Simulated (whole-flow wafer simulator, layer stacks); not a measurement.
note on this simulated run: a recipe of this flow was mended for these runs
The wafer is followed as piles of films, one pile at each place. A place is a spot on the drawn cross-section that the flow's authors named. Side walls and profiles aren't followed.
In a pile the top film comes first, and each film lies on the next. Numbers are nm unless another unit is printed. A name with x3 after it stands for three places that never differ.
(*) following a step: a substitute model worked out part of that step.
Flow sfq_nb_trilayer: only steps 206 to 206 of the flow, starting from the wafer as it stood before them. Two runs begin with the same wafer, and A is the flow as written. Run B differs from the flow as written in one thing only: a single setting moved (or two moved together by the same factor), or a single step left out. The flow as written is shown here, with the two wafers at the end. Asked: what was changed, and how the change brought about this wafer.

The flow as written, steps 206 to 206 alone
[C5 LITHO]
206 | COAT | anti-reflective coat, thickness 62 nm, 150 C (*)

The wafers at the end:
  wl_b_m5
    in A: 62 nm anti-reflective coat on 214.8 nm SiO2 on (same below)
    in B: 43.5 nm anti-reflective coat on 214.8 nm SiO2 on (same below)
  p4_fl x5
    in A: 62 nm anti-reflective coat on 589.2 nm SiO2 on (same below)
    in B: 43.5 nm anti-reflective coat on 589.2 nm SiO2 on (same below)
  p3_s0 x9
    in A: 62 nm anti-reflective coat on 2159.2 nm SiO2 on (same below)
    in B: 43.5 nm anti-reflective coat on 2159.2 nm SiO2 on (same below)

What caused this: step 206, COAT: thickness 43.5 nm was run, whereas the flow has thickness 62 nm.
The wafer lets one read it off: wl_b_m5 has anti-reflective coat 43.5, and step 206 as written asks for 62 nm.

How this came from the change, step by step:
  206 | COAT | anti-reflective coat, thickness 62 nm, 150 C (*)
      p4_fl x5, p4_w1 x9, p3_s0 x9 and 41 more: A anti-reflective coat gains 62 (new film) | B anti-reflective coat gains 43.5 (new film)
      r5r_line_l, r5r_line_c, r5r_line_r: A anti-reflective coat gains 35.5 (new film) | B anti-reflective coat gains 21.1 (new film)
      (also at 39 further places)
